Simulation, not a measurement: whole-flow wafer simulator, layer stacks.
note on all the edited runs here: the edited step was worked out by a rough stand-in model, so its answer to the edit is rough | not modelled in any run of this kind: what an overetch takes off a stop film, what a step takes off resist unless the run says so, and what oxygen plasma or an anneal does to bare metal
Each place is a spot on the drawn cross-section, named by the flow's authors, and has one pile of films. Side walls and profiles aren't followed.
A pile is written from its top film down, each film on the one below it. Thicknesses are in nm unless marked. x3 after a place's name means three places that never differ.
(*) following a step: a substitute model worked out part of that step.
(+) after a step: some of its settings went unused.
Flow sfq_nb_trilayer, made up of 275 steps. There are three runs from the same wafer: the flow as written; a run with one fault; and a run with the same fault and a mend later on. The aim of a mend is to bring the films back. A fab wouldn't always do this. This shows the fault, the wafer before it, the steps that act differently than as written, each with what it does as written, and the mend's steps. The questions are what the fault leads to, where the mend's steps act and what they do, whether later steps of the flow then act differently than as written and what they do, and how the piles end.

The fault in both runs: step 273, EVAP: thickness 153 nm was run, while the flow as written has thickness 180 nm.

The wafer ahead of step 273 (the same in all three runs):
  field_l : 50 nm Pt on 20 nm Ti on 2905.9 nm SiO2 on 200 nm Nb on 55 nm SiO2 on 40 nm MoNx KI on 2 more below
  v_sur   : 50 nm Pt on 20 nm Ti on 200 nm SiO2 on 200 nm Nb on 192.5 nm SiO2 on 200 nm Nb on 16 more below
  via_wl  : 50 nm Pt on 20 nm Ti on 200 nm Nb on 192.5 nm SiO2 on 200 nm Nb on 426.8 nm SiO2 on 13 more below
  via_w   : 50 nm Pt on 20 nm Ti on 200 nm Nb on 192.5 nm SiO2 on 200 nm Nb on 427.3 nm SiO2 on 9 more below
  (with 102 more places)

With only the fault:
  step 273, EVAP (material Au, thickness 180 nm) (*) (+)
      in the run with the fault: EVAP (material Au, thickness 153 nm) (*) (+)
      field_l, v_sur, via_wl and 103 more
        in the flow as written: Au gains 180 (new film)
        in the run with the fault: Au gains 153 (new film)
  Steps further on in the flow that do not act as written:
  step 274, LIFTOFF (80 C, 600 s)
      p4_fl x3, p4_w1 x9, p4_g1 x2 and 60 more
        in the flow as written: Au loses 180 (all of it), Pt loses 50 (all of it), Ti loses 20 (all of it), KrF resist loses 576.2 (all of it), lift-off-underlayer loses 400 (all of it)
        in the run with the fault: Au loses 153 (all of it), Pt loses 50 (all of it), Ti loses 20 (all of it), KrF resist loses 576.2 (all of it), lift-off-underlayer loses 400 (all of it)
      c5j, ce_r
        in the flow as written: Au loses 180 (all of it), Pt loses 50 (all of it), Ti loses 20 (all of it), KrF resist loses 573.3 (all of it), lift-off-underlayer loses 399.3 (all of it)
        in the run with the fault: Au loses 153 (all of it), Pt loses 50 (all of it), Ti loses 20 (all of it), KrF resist loses 573.3 (all of it), lift-off-underlayer loses 399.3 (all of it)
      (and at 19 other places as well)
  At field_l, v_sur, via_wl and 8 more, the piles at the end differ from the flow's by more than 2% or 0.5 nm, whichever is larger.
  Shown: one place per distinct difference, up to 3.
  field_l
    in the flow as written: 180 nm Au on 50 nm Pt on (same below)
    in the run with the fault: 153 nm Au on 50 nm Pt on (same below)

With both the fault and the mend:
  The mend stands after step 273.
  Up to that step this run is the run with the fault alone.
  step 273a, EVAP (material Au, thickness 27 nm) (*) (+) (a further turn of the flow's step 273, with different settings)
      field_l, v_sur, via_wl and 103 more
        Au gains 27
  Every later step of the flow that is run acts as written at every place that is followed.
  By the end, the piles equal the flow's at every place that both follow.
